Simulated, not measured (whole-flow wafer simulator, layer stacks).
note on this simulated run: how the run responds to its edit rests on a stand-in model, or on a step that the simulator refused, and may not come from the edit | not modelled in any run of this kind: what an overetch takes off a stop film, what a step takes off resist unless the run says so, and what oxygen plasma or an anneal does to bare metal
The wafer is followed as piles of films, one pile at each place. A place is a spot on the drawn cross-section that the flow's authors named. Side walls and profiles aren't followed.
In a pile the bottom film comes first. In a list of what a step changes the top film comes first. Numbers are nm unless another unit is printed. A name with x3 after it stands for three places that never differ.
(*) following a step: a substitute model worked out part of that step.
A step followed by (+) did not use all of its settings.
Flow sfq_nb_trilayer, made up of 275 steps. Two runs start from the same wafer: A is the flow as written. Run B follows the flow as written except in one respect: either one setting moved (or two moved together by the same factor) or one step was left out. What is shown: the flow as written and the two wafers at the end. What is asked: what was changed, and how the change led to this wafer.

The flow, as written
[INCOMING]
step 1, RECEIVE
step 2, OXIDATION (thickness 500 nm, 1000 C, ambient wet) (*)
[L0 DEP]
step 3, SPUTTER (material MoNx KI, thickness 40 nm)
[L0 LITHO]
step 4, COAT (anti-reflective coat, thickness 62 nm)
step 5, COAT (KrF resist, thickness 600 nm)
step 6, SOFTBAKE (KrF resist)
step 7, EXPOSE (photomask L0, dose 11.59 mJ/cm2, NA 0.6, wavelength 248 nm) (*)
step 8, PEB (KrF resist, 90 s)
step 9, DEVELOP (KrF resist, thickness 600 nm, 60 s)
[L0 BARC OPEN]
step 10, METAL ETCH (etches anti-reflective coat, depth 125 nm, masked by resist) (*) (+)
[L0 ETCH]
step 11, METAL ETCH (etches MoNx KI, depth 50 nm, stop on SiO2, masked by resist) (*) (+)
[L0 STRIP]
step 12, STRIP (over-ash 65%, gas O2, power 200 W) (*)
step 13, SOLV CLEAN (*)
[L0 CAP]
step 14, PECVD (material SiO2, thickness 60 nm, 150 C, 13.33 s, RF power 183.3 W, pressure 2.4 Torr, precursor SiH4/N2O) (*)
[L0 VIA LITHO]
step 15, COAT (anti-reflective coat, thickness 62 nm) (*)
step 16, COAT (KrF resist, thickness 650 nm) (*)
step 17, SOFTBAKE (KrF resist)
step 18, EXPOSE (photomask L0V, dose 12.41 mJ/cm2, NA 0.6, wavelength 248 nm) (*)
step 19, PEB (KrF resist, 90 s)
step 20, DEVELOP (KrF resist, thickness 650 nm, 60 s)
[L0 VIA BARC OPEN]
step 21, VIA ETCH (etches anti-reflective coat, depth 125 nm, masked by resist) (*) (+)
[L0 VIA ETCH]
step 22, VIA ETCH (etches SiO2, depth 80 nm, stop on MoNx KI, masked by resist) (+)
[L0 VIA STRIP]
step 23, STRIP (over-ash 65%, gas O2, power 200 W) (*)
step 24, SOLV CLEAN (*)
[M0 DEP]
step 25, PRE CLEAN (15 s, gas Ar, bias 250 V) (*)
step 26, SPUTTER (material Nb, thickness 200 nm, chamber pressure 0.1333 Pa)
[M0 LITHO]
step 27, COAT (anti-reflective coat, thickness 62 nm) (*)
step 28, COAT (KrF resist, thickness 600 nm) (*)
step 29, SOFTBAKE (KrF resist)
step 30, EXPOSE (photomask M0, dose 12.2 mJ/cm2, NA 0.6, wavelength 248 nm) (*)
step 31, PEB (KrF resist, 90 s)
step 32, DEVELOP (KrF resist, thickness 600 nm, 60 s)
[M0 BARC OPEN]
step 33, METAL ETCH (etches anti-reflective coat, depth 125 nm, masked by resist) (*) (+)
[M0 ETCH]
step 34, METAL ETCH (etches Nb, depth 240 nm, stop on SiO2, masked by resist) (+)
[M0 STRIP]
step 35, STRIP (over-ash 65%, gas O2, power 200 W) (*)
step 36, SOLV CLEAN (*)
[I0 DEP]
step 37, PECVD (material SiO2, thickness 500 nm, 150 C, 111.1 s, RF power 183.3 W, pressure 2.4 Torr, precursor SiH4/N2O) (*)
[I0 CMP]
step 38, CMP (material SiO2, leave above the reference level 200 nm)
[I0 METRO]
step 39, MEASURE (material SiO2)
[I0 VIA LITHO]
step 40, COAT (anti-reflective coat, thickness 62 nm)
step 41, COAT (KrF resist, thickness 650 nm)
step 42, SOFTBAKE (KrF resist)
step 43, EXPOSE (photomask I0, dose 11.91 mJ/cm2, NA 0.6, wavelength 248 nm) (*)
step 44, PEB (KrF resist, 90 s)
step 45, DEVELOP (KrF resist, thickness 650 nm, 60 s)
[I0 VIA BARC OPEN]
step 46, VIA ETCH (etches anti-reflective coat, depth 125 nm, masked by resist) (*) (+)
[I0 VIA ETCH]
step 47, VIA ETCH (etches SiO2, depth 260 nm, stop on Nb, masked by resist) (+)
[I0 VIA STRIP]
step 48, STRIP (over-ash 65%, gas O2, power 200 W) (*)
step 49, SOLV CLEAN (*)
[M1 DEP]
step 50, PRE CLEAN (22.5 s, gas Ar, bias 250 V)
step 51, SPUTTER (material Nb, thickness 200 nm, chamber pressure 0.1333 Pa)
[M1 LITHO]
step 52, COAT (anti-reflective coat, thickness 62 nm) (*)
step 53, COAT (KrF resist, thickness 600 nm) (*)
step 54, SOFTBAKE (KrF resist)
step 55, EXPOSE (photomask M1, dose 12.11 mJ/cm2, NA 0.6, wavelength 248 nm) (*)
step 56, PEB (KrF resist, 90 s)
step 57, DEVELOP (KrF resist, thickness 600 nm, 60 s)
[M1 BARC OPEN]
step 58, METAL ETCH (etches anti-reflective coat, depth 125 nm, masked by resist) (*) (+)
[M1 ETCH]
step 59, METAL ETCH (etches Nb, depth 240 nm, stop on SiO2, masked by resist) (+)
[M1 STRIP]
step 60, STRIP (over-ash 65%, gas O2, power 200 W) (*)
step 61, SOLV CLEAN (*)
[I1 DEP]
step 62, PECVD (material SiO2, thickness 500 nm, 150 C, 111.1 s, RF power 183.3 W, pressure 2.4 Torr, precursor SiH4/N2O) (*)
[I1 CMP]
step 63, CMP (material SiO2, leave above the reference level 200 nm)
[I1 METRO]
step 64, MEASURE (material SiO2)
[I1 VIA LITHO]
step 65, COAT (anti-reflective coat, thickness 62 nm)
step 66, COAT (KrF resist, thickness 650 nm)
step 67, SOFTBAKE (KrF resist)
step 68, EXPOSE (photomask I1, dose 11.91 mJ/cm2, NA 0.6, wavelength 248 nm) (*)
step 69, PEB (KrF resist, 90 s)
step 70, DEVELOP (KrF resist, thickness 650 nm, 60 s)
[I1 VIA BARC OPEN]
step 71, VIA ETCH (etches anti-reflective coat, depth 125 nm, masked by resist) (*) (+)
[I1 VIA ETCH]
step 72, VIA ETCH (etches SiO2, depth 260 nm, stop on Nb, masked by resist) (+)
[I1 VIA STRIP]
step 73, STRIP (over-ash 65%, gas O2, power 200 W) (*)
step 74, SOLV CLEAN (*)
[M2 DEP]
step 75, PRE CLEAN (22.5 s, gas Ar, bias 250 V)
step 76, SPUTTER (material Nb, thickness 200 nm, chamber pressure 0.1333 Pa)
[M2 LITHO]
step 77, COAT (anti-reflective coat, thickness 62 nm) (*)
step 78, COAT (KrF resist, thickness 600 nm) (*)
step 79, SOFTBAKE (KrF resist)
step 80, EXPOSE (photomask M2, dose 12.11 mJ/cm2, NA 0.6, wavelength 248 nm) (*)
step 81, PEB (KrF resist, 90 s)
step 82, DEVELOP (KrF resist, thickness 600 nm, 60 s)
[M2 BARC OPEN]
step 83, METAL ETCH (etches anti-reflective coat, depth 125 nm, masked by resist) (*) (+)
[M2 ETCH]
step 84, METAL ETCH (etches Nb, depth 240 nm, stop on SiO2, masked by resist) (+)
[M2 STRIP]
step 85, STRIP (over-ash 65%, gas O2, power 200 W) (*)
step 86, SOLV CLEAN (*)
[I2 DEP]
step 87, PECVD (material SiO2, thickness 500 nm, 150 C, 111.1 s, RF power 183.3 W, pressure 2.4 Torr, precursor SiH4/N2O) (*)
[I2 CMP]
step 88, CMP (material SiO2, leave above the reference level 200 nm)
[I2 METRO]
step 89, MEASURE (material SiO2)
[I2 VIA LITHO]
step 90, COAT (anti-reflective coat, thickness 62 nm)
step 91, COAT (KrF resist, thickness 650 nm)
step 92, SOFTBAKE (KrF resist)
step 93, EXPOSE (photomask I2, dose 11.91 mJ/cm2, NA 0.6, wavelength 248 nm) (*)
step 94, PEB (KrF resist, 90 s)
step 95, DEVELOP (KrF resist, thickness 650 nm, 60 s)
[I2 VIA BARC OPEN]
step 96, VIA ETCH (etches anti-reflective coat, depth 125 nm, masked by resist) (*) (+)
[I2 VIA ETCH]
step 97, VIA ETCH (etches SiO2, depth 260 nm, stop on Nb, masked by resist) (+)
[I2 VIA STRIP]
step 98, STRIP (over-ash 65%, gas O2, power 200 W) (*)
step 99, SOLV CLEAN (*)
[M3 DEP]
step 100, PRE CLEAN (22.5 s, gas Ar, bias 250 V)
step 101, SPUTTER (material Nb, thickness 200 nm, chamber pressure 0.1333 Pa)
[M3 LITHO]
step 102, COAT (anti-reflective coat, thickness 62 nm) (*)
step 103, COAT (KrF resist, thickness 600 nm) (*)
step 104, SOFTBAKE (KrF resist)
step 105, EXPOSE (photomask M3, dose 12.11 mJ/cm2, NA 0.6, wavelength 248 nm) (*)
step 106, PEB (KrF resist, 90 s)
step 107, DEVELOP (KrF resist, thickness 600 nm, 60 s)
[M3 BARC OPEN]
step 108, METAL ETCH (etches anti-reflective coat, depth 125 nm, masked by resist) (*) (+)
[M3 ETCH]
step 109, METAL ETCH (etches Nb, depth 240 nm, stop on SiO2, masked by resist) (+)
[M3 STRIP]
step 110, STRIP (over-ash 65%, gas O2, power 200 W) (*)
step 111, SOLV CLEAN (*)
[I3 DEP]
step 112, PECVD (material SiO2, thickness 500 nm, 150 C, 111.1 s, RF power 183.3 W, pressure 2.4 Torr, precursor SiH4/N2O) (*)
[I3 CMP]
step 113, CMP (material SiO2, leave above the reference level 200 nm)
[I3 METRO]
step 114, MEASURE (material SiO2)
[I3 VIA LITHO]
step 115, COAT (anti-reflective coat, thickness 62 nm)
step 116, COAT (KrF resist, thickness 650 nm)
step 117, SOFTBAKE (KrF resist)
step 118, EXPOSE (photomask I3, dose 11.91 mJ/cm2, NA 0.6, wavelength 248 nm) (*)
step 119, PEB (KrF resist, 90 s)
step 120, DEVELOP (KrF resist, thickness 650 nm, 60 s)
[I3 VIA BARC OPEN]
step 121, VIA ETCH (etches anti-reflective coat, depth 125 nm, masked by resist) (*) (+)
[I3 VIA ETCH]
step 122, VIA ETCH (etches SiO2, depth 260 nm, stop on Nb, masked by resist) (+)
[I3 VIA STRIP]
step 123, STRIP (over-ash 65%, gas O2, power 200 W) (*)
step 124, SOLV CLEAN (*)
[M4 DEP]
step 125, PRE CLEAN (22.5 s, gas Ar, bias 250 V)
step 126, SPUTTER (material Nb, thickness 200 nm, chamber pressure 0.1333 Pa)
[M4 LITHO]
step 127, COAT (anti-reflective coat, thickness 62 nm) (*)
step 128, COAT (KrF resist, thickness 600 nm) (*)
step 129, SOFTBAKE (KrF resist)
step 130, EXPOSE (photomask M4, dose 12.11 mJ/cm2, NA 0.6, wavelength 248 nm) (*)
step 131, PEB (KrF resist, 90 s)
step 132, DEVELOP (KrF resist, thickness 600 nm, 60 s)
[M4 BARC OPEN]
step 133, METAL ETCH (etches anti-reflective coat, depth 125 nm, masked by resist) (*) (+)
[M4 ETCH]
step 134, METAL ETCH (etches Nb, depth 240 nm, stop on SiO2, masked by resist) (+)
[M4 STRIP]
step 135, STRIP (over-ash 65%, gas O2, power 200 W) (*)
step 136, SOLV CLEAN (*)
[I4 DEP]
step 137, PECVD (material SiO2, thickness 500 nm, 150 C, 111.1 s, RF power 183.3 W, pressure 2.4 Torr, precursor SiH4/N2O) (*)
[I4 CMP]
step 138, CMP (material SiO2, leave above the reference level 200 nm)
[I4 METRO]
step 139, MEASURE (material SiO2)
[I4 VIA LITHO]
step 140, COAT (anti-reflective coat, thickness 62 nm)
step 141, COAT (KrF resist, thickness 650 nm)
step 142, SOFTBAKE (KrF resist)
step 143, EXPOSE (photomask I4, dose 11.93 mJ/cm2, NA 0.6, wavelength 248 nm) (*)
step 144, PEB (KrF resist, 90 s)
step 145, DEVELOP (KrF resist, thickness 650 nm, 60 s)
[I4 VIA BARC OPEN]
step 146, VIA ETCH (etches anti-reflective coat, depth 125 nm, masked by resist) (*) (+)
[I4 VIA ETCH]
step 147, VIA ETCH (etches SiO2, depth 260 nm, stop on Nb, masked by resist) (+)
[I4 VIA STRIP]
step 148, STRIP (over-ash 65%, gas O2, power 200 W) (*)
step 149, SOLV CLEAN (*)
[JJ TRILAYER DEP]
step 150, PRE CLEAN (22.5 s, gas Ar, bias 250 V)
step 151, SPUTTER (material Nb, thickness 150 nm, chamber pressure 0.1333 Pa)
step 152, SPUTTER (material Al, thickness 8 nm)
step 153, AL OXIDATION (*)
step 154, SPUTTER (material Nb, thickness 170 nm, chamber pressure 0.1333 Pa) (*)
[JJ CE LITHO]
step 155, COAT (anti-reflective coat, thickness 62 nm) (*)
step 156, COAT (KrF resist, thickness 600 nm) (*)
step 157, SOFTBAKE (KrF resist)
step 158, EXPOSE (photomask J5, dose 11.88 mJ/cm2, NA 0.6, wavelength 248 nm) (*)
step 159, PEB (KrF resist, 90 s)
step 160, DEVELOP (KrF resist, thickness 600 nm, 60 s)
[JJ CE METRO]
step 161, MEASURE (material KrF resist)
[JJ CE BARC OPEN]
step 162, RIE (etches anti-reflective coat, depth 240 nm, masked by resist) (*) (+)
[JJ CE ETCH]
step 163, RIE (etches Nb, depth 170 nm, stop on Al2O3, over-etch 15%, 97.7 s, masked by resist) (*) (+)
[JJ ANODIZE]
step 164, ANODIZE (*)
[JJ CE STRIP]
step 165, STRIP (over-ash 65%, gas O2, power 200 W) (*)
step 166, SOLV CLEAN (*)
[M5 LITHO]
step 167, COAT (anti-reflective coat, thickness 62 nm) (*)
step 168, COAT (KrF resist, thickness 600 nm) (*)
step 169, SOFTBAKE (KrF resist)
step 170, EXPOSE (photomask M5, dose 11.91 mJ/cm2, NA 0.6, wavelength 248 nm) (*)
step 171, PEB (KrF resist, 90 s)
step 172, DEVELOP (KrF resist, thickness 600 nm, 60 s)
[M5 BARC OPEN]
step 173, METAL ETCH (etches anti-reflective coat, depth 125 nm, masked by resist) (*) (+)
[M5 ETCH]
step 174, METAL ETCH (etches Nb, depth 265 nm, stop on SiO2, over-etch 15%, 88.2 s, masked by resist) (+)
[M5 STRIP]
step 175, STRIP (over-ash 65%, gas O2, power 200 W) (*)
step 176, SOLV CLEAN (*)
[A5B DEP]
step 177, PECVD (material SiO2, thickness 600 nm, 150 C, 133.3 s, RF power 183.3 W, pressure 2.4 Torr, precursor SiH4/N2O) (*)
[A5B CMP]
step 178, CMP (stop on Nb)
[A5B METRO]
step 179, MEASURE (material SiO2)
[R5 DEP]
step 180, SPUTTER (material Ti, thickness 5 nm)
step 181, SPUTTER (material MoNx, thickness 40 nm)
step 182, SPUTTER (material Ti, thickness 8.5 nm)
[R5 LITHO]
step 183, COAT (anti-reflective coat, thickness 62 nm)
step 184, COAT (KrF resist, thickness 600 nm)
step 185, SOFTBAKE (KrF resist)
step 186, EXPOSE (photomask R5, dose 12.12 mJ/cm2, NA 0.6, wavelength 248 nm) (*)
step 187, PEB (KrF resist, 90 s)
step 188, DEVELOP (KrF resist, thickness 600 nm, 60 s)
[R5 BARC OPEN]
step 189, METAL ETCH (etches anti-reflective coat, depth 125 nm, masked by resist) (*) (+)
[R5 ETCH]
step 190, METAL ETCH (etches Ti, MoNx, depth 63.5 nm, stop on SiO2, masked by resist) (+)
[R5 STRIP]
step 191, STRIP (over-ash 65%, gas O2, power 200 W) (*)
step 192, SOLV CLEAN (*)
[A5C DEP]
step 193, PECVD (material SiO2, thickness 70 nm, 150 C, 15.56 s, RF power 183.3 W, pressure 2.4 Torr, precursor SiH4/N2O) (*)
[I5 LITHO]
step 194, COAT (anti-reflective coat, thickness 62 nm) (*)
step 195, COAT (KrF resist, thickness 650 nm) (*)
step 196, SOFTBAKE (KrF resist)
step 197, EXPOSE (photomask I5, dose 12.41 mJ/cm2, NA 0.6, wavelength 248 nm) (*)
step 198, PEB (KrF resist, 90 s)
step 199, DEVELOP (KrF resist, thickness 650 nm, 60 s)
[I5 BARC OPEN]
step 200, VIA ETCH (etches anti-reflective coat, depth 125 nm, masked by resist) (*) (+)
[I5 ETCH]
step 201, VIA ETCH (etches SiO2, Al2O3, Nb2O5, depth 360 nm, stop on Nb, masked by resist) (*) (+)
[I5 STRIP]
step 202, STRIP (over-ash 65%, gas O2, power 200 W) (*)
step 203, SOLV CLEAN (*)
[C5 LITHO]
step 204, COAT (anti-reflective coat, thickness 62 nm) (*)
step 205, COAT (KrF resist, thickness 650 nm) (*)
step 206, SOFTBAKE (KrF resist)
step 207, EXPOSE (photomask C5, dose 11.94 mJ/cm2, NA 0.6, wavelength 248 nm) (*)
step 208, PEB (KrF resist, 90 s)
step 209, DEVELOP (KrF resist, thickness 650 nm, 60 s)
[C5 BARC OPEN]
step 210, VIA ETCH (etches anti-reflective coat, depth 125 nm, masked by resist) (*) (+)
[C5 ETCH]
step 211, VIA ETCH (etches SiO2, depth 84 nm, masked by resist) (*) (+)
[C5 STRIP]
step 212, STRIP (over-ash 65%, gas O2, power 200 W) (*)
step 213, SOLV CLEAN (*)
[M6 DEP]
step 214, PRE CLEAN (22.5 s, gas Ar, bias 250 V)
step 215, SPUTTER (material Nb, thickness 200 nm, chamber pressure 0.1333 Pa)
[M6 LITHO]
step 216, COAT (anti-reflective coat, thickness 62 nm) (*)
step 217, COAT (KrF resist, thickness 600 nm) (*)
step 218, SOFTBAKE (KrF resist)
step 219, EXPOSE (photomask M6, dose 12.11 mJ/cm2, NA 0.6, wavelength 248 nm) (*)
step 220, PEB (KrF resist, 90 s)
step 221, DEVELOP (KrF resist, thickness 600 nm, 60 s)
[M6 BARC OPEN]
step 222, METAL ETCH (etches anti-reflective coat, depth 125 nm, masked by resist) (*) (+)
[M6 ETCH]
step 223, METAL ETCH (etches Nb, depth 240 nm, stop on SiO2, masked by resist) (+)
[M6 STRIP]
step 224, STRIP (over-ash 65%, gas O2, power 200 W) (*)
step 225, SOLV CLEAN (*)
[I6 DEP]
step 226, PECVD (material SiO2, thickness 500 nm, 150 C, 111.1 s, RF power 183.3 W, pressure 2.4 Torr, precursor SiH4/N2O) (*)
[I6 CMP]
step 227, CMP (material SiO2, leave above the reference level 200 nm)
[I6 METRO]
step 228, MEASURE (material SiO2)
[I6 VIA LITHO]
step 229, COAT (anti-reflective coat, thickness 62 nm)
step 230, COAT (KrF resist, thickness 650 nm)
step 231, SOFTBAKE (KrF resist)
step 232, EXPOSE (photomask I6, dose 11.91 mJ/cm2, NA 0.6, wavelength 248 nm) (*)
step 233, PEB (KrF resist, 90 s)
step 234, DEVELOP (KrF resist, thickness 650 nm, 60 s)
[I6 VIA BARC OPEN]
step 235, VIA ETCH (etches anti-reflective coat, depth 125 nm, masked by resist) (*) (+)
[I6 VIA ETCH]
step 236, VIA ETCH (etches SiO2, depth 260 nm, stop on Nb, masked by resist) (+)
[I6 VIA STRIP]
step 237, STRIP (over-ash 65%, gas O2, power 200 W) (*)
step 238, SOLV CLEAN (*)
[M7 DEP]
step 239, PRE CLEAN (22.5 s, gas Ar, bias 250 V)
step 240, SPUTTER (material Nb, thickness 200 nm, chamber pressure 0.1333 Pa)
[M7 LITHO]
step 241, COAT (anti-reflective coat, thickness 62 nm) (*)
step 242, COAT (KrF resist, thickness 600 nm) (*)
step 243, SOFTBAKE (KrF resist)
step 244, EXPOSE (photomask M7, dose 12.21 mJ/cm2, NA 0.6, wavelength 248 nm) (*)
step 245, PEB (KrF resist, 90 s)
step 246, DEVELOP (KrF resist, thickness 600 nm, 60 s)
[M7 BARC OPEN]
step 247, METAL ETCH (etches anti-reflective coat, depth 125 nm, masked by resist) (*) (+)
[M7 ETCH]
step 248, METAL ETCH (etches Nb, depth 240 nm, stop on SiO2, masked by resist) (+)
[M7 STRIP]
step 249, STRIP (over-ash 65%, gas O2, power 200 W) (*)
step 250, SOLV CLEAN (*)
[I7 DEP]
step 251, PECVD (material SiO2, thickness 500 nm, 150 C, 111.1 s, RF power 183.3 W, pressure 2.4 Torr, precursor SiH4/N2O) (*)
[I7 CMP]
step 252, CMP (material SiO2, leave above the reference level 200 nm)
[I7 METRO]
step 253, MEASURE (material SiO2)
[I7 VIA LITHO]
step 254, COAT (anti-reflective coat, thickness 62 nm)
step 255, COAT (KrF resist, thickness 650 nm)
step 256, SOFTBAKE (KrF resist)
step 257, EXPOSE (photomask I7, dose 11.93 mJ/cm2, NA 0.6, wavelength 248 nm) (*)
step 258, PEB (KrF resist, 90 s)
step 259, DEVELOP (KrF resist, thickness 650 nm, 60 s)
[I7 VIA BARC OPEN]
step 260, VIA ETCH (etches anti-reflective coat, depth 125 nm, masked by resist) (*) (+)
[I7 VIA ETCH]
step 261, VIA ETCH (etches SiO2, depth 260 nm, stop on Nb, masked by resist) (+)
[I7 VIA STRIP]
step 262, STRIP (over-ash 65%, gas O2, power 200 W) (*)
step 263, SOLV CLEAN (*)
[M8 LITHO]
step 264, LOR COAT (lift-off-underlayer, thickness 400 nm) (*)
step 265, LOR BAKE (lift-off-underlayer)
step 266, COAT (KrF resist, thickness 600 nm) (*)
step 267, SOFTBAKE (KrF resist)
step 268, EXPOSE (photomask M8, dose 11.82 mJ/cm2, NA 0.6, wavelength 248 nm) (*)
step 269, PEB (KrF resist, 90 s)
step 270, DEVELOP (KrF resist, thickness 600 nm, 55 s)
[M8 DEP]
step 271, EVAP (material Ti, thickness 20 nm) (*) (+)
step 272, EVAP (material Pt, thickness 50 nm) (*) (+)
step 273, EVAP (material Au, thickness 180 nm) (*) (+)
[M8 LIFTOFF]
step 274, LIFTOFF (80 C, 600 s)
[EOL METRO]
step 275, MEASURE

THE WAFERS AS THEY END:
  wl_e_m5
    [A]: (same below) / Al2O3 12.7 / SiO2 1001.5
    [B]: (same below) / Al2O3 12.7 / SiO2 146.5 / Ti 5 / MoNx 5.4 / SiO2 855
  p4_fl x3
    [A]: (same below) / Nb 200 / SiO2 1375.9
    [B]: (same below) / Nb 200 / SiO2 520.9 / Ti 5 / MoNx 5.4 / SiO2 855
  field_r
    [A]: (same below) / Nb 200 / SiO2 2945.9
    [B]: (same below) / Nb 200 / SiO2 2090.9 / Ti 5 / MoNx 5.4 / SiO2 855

Cause: step 181, SPUTTER: thickness 60.4 nm was run, though the flow has thickness 40 nm.

How this came from the change, step by step:
  step 181, SPUTTER (material MoNx, thickness 40 nm)
      field_l, v_sur, via_wl and 103 more: A +40 MoNx (new film) | B +60.4 MoNx (new film)
  step 190, METAL ETCH (etches Ti, MoNx, depth 63.5 nm, stop on SiO2, masked by resist) (+)
      field_l, v_sur, via_wl and 92 more: A -8.5 Ti (all of it), -40 MoNx (all of it), -5 Ti (all of it) | B -8.5 Ti (all of it), -55 MoNx
      ce_l, c5j, ce_r, wl_jj: A -8.5 Ti (all of it), -40 MoNx (all of it), -5 Ti (all of it), -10 Nb | B -8.5 Ti (all of it), -55 MoNx
  step 193, PECVD (material SiO2, thickness 70 nm, 150 C, 15.56 s, RF power 183.3 W, pressure 2.4 Torr, precursor SiH4/N2O) (*)
      field_l, v_sur, via_wl and 92 more: A +70 SiO2 | B +70 SiO2 (new film)
  step 194, COAT (anti-reflective coat, thickness 62 nm) (*)
      wl_j_sl, wl_j_sr: A +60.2 anti-reflective coat (new film) | B +62 anti-reflective coat (new film)
      r5r_spacepad_l, r5r_spacepad_r: A +84.4 anti-reflective coat (new film) | B +88.7 anti-reflective coat (new film)
      (also at 12 further places)
  step 201, VIA ETCH (etches SiO2, Al2O3, Nb2O5, depth 360 nm, stop on Nb, masked by resist) (*) (+)
      be: A -216.4 SiO2 (all of it), -12.7 Al2O3 (all of it), -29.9 Nb2O5 (all of it) | B -69.8 SiO2 (all of it), -5.4 MoNx (all of it), -5 Ti (all of it), -146.5 SiO2 (all of it), -12.7 Al2O3 (all of it), -29.9 Nb2O5 (all of it)
  step 202, STRIP (over-ash 65%, gas O2, power 200 W) (*)
      wl_j_sl, wl_j_sr: A -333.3 KrF resist (all of it), -60.2 anti-reflective coat (all of it) | B -333 KrF resist (all of it), -62 anti-reflective coat (all of it)
      r5r_spacepad_l, r5r_spacepad_r: A -335.6 KrF resist (all of it), -84.4 anti-reflective coat (all of it) | B -336 KrF resist (all of it), -88.7 anti-reflective coat (all of it)
      (also at 12 further places)
  step 204, COAT (anti-reflective coat, thickness 62 nm) (*)
      wl_j_sl, wl_j_sr: A +60.2 anti-reflective coat (new film) | B +62 anti-reflective coat (new film)
      r5r_spacepad_l, r5r_spacepad_r: A +84.4 anti-reflective coat (new film) | B +88.7 anti-reflective coat (new film)
      (also at 12 further places)
  step 210, VIA ETCH (etches anti-reflective coat, depth 125 nm, masked by resist) (*) (+)
      c5j: A -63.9 anti-reflective coat (all of it), -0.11 SiO2 | B -61.2 anti-reflective coat (all of it), -0.11 SiO2
  step 211, VIA ETCH (etches SiO2, depth 84 nm, masked by resist) (*) (+)
      c5j: A -69.9 SiO2 (all of it), -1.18 Nb | B -69.9 SiO2 (all of it)
  step 212, STRIP (over-ash 65%, gas O2, power 200 W) (*)
      wl_j_sl, wl_j_sr: A -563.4 KrF resist (all of it), -60.2 anti-reflective coat (all of it) | B -564 KrF resist (all of it), -62 anti-reflective coat (all of it)
      r5r_spacepad_l, r5r_spacepad_r: A -565.8 KrF resist (all of it), -84.4 anti-reflective coat (all of it) | B -566.9 KrF resist (all of it), -88.7 anti-reflective coat (all of it)
      (also at 11 further places)
  step 214, PRE CLEAN (22.5 s, gas Ar, bias 250 V)
      c5j: A -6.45 Nb | B -5.4 MoNx (all of it), -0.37 Ti
  step 215, SPUTTER (material Nb, thickness 200 nm, chamber pressure 0.1333 Pa)
      c5j: A +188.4 Nb | B +189.1 Nb (new film)
  step 216, COAT (anti-reflective coat, thickness 62 nm) (*)
      r5r_line_l, r5r_line_c, r5r_line_r: A +50 anti-reflective coat (new film) | B +48.6 anti-reflective coat (new film)
      wl_j_sl, wl_j_sr: A +60.2 anti-reflective coat (new film) | B +62 anti-reflective coat (new film)
      (also at 13 further places)
  step 222, METAL ETCH (etches anti-reflective coat, depth 125 nm, masked by resist) (*) (+)
      r5r_line_l, r5r_line_c, r5r_line_r: A -50 anti-reflective coat (all of it) | B -48.6 anti-reflective coat (all of it)
      r5r_spacepad_l, r5r_spacepad_r: A -85.7 anti-reflective coat (all of it) | B -90.7 anti-reflective coat (all of it)
      (also at 1 further place)
  step 224, STRIP (over-ash 65%, gas O2, power 200 W) (*)
      wl_j_sl, wl_j_sr: A -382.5 KrF resist (all of it), -60.2 anti-reflective coat (all of it) | B -382.4 KrF resist (all of it), -62 anti-reflective coat (all of it)
      be_sur: A -371.2 KrF resist (all of it), -43.8 anti-reflective coat (all of it) | B -371.6 KrF resist (all of it), -42.9 anti-reflective coat (all of it)
      (also at 9 further places)
  step 227, CMP (material SiO2, leave above the reference level 200 nm)
      r5r_line_l, r5r_spacepad_l, r5r_spacepad_r, r5r_line_c, r5r_line_r: A -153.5 SiO2 | B -163.5 SiO2
      ce_l, ce_r, wl_jj: A -290 SiO2 | B -300 SiO2
      (also at 5 further places)
Taking metal films that touch as one body, wl_e_m5 has 7 bodies (between them, from the top down: SiO2 146.5 / Al2O3 12.7 / Nb2O5 29.9; SiO2 192.5; SiO2 192.5; SiO2 192.5; SiO2 192.5; SiO2 192.5); the flow as written gives 6 bodies (between them, from the top down: SiO2 192.5; SiO2 192.5; SiO2 192.5; SiO2 192.5; SiO2 192.5).
Taking metal films that touch as one body, p4_fl x3 has 3 bodies (between them, from the top down: SiO2 520.9; SiO2 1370); the flow as written gives 2 bodies (between them, from the top down: SiO2 1370).
Taking metal films that touch as one body, field_r has 2 bodies (between them, from the top down: SiO2 2090.9); the flow as written gives 1 body.
